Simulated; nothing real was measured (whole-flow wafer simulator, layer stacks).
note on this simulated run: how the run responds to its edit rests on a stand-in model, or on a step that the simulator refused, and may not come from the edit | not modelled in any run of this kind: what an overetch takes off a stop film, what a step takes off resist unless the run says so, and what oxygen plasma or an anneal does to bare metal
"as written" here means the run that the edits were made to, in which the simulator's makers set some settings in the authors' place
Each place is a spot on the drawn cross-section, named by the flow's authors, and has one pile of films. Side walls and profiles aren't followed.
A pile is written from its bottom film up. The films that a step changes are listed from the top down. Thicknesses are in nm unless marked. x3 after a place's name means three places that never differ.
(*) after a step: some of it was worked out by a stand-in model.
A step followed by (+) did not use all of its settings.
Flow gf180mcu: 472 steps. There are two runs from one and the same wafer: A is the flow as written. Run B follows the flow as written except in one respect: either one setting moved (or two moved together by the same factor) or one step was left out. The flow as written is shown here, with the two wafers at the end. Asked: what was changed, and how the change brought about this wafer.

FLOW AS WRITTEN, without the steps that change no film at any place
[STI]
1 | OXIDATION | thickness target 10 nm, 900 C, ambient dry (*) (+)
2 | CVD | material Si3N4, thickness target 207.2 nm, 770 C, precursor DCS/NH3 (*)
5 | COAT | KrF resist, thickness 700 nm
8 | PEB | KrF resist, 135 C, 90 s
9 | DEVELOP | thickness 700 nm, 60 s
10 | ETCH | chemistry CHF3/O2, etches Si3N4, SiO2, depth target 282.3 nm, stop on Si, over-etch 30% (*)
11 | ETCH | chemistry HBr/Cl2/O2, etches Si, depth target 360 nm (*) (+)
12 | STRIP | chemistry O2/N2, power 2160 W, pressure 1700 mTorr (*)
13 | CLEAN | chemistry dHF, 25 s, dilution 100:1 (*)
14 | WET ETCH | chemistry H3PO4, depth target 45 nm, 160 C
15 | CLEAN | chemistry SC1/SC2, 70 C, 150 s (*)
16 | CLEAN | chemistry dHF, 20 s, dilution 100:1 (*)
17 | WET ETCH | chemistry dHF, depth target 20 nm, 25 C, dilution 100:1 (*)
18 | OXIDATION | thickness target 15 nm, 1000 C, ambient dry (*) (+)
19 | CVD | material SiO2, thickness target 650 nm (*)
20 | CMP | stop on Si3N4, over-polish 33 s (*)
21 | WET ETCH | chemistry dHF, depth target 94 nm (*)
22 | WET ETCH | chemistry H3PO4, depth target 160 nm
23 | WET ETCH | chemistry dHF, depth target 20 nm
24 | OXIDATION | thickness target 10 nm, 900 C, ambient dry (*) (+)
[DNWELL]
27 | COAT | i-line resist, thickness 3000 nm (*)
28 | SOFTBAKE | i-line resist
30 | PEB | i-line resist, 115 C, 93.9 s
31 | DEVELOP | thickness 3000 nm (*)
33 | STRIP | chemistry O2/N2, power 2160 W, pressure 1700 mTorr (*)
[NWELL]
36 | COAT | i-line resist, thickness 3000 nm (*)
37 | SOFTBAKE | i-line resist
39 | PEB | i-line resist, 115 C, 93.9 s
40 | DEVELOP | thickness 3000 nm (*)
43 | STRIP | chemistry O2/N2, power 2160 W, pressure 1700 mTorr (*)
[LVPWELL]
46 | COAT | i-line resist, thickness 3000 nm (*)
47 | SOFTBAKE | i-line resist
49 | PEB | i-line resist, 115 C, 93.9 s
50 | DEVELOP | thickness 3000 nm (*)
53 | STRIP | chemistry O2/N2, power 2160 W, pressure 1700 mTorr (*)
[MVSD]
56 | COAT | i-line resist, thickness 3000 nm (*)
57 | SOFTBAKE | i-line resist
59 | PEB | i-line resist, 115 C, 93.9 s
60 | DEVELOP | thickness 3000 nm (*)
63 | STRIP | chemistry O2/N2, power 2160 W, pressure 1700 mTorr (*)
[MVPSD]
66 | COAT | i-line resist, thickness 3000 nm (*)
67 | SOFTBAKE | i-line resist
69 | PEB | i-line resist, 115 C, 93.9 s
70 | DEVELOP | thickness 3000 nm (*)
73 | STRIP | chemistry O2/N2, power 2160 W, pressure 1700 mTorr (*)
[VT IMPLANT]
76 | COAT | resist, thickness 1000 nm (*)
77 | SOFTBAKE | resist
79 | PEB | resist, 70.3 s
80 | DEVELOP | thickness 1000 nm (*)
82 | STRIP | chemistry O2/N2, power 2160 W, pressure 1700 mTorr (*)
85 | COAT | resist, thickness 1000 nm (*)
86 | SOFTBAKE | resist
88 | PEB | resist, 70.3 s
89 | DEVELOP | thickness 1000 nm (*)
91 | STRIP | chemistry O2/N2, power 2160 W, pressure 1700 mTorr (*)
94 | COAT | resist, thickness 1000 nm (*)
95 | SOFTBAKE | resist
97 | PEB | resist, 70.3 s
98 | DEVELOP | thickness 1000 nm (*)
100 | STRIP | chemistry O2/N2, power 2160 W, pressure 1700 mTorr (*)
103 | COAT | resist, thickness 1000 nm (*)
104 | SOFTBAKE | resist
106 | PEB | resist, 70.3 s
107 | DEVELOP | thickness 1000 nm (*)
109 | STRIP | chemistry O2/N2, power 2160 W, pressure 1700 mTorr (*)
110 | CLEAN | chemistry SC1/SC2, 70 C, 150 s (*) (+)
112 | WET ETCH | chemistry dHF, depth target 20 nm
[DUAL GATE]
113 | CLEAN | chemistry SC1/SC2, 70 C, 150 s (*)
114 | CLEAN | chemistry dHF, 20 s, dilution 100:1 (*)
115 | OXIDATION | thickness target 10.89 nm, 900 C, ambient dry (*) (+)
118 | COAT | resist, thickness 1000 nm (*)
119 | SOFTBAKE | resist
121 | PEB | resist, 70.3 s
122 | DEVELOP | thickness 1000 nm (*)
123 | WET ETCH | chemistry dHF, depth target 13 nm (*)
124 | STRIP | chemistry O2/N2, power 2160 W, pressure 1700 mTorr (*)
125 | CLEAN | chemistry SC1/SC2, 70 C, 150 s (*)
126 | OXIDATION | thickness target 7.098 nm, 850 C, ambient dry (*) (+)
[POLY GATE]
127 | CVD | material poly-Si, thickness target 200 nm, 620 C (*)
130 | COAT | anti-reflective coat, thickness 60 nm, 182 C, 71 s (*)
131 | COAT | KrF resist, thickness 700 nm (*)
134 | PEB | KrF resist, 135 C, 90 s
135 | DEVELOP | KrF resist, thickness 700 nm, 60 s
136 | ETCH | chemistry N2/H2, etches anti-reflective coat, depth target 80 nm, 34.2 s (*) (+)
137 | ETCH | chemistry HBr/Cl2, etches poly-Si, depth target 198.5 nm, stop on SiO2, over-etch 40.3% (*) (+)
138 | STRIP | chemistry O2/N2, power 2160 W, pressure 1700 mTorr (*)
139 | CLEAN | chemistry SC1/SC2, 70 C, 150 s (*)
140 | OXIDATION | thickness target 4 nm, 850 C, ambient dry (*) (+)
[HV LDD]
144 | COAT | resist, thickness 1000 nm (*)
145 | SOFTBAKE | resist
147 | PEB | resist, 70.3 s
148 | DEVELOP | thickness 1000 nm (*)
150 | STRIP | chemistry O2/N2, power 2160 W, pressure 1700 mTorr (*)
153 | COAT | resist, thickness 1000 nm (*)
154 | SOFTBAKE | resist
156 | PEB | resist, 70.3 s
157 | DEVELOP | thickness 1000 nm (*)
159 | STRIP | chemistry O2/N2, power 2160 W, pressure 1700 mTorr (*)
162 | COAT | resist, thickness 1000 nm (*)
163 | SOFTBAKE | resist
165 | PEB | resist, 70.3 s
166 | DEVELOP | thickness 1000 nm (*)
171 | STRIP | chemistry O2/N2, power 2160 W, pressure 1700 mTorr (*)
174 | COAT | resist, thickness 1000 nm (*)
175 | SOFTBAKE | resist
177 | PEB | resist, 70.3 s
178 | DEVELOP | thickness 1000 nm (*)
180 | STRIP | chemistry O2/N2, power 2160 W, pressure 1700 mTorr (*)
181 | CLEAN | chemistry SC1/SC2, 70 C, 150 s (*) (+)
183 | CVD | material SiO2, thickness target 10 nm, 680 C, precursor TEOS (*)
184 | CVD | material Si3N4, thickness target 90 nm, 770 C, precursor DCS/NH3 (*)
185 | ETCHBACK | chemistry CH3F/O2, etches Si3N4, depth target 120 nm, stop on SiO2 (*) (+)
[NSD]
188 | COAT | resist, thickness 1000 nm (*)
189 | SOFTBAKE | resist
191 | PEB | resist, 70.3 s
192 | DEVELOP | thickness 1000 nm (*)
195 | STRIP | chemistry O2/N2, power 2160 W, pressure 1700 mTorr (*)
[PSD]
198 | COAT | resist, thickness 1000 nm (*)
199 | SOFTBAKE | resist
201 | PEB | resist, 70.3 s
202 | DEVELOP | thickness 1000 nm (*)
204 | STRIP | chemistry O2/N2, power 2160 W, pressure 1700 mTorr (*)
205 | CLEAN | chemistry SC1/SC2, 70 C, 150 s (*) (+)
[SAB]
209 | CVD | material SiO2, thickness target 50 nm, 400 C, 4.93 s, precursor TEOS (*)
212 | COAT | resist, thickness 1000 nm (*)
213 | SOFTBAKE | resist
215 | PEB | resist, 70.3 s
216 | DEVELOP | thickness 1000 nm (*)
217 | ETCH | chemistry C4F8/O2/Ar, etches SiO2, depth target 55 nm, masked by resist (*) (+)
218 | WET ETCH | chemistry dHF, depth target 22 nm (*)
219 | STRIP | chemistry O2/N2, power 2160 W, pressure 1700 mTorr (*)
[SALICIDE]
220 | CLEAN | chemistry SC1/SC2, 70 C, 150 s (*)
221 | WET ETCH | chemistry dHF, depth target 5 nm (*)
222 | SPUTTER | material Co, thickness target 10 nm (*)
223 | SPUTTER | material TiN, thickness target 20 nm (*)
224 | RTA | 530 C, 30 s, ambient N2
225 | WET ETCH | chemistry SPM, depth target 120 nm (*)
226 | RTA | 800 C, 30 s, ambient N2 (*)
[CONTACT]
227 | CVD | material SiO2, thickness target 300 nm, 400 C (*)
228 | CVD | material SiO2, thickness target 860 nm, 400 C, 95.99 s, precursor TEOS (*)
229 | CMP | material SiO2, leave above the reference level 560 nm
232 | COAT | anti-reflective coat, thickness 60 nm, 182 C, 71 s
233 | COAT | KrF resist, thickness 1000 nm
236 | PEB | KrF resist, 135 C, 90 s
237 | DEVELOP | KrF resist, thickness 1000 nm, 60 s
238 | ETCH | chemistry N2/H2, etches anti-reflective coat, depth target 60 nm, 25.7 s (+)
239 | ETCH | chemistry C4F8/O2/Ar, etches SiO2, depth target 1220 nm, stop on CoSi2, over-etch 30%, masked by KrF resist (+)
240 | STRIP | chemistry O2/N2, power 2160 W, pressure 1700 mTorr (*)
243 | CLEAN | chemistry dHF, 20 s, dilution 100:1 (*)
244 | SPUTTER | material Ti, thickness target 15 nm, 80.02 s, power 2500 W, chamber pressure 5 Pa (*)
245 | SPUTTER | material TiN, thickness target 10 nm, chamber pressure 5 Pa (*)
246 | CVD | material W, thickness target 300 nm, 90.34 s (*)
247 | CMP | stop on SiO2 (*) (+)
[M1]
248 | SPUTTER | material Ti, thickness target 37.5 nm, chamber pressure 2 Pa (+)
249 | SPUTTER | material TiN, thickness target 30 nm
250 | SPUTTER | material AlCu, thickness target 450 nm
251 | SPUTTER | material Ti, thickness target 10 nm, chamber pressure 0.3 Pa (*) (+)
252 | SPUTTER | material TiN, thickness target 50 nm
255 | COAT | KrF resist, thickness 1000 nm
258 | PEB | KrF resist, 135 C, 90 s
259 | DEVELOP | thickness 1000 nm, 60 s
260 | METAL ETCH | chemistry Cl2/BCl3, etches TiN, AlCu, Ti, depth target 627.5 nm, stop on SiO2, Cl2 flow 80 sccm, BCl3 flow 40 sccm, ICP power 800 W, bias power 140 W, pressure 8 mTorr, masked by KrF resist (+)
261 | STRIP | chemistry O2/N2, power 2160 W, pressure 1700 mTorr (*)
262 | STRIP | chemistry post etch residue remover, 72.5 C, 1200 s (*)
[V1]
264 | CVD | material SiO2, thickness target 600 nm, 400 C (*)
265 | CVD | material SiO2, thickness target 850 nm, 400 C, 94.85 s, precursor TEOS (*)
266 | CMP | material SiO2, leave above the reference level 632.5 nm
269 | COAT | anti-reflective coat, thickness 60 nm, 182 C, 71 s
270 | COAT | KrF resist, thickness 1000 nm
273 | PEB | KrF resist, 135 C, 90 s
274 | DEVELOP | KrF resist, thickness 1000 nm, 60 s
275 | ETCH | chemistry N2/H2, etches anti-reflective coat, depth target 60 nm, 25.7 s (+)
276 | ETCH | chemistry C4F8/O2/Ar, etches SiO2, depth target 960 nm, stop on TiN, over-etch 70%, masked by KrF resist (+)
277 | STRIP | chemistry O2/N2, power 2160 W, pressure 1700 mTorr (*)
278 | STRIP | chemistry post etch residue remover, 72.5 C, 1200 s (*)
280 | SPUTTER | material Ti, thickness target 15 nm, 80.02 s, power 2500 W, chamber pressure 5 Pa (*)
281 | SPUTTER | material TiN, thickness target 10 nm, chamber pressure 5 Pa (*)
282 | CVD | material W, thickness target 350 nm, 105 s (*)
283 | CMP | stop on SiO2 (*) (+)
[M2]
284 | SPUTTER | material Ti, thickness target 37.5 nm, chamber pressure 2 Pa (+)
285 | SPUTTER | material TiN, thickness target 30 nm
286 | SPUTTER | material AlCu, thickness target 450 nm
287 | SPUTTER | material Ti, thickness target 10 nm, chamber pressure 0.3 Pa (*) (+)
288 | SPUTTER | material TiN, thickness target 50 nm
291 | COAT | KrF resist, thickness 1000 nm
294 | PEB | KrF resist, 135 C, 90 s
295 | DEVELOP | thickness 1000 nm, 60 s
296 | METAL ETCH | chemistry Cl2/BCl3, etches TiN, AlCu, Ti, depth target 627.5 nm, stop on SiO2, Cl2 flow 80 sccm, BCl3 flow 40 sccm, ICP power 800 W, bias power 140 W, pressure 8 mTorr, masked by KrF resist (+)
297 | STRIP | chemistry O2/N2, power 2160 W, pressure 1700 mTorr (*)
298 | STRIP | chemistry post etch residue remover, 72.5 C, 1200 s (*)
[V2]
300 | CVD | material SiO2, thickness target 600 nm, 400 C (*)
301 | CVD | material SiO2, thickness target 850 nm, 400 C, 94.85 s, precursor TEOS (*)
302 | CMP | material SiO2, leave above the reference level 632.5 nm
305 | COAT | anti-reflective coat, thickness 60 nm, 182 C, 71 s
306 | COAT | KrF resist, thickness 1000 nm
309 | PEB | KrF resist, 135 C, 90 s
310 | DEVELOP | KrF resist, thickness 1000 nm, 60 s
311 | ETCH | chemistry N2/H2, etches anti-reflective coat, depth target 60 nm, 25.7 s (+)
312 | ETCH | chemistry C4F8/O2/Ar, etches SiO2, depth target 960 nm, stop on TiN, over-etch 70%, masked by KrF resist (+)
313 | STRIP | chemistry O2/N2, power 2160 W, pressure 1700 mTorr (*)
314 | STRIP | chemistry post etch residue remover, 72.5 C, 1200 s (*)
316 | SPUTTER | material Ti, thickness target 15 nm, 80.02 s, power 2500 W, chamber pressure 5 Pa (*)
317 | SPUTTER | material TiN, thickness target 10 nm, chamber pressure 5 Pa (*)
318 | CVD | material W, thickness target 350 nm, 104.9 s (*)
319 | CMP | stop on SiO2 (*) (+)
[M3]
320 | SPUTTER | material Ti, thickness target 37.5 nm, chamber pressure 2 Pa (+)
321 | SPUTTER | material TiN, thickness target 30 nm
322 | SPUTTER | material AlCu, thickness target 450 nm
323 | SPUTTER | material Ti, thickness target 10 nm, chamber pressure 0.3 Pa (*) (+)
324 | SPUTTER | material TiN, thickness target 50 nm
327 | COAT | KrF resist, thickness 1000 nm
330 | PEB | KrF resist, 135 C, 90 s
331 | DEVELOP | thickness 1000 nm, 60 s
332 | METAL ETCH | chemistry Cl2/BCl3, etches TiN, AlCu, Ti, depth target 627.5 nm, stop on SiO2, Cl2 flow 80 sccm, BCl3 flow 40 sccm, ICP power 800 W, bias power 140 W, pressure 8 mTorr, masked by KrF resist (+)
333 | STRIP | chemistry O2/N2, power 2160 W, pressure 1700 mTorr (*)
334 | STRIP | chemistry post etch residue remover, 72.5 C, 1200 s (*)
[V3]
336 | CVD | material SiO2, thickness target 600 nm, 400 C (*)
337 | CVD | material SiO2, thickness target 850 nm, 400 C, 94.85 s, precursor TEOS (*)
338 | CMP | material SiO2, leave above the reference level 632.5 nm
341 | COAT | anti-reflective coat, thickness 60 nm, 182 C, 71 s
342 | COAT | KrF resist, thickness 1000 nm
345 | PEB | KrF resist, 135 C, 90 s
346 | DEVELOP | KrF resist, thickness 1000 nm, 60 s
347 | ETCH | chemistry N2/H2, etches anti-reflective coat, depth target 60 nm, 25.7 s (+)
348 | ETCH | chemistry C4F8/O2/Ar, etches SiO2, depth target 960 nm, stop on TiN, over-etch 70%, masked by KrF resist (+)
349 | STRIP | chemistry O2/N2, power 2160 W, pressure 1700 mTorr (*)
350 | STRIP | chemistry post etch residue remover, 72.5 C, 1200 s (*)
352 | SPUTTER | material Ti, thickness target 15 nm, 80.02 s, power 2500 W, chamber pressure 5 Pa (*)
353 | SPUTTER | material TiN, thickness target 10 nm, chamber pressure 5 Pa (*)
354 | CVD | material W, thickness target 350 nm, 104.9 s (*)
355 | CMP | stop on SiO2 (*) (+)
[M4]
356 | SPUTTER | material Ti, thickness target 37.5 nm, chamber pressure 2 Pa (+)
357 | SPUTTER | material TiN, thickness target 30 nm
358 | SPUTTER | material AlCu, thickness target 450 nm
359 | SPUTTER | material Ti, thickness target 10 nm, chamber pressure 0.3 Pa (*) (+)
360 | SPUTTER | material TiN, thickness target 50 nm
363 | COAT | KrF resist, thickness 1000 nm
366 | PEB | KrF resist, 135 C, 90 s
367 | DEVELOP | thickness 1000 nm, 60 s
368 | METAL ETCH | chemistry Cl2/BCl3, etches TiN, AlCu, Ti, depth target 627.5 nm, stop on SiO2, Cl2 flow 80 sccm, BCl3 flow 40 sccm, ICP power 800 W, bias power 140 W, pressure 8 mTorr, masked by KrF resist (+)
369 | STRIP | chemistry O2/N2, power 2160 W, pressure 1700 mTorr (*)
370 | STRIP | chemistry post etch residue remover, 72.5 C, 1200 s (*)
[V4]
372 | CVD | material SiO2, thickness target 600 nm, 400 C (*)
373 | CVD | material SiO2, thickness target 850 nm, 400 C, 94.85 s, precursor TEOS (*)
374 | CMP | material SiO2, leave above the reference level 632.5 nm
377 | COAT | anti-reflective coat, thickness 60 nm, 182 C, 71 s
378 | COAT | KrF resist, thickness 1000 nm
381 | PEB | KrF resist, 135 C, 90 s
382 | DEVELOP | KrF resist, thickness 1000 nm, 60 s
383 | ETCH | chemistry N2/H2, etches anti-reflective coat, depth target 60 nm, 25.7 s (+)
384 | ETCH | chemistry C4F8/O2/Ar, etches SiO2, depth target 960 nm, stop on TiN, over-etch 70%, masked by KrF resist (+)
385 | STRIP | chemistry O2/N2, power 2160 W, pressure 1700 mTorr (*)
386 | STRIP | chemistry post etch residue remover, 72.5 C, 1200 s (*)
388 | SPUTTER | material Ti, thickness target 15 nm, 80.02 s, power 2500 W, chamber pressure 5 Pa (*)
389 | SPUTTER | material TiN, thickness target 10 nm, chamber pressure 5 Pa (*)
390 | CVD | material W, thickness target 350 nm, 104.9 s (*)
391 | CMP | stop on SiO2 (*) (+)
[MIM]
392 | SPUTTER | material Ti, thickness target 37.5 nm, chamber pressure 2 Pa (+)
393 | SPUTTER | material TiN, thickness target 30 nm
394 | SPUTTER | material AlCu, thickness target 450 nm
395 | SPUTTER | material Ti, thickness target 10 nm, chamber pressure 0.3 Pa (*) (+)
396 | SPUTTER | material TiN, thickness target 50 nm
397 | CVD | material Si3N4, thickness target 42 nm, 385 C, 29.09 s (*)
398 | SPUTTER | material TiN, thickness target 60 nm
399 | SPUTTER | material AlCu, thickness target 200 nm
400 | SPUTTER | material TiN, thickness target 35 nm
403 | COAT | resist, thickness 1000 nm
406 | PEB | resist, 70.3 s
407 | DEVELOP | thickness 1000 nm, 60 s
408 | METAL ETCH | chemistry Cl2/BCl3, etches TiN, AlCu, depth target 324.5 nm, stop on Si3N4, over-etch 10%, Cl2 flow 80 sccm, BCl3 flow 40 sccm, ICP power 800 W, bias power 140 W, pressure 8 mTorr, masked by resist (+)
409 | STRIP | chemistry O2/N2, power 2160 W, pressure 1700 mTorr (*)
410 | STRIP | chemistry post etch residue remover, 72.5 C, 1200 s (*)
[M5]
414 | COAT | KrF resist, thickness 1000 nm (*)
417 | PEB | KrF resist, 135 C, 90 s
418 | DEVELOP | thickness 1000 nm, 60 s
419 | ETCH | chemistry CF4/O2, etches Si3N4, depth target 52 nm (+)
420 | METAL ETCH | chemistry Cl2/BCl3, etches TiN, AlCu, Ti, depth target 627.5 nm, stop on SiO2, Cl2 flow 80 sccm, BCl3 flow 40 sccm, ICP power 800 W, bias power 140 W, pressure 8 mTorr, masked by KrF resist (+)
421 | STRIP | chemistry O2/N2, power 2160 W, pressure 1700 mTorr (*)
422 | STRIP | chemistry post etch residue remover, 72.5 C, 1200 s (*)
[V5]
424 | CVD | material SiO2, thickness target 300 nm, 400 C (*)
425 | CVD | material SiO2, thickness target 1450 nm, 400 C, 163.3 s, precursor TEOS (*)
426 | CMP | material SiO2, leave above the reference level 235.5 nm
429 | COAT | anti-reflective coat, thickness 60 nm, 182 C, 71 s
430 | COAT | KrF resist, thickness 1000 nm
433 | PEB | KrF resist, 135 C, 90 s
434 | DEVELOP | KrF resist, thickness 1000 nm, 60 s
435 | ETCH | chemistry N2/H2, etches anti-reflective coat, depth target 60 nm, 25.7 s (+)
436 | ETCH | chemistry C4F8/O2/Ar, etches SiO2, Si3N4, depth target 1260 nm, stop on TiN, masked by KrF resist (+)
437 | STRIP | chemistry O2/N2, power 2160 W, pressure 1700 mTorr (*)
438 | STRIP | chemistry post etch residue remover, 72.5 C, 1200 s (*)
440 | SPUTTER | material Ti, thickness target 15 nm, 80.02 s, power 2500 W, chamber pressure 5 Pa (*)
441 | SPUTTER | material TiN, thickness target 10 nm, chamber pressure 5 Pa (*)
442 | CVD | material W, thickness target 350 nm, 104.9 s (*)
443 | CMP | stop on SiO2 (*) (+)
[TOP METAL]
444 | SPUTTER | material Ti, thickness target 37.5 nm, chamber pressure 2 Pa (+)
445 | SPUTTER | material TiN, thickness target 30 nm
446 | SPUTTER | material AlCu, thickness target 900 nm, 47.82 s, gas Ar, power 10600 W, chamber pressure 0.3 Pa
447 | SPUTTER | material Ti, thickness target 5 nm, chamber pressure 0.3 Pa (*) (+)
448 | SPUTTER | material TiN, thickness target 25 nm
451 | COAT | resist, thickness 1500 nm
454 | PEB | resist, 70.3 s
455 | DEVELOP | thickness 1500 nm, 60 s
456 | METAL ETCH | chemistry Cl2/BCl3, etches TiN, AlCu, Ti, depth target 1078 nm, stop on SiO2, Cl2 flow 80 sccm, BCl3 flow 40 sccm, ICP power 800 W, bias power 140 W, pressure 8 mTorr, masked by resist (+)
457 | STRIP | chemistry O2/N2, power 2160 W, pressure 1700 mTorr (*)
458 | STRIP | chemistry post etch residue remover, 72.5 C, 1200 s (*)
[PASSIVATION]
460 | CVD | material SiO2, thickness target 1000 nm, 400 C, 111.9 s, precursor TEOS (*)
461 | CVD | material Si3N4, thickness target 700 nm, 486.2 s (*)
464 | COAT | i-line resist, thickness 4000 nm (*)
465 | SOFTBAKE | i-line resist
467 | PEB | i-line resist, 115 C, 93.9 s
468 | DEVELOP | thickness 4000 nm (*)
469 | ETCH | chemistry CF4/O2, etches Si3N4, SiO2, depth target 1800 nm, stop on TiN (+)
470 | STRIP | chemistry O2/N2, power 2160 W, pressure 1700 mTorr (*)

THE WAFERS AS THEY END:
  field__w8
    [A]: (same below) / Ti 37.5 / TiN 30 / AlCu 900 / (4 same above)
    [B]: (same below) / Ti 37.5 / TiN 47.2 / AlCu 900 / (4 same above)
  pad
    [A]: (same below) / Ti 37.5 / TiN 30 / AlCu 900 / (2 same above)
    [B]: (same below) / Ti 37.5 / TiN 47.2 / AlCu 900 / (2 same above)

The reason: step 445, SPUTTER: thickness target 47.2 nm was run, whereas the flow has thickness target 30 nm.
The wafer itself shows it: field__w8 has TiN 47.2, and step 445 as written asks for 30 nm.

Step by step, how the change led to this:
  445 | SPUTTER | material TiN, thickness target 30 nm
      field, field__w1, field__w2 and 109 more: A +30 TiN (new film) | B +47.2 TiN (new film)
  456 | METAL ETCH | chemistry Cl2/BCl3, etches TiN, AlCu, Ti, depth target 1078 nm, stop on SiO2, Cl2 flow 80 sccm, BCl3 flow 40 sccm, ICP power 800 W, bias power 140 W, pressure 8 mTorr, masked by resist (+)
      field, field__w1, field__w2 and 103 more: A -25 TiN (all of it), -5 Ti (all of it), -900 AlCu (all of it), -30 TiN (all of it), -37.5 Ti (all of it) | B -25 TiN (all of it), -5 Ti (all of it), -900 AlCu (all of it), -47.2 TiN (all of it), -37.5 Ti (all of it)
  465 | SOFTBAKE | i-line resist
      gate: A +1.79 i-line resist | B -0.22 i-line resist
      ld_fp_p, ld_drift_p: A +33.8 i-line resist | B +27.7 i-line resist
      (also at 64 further places)
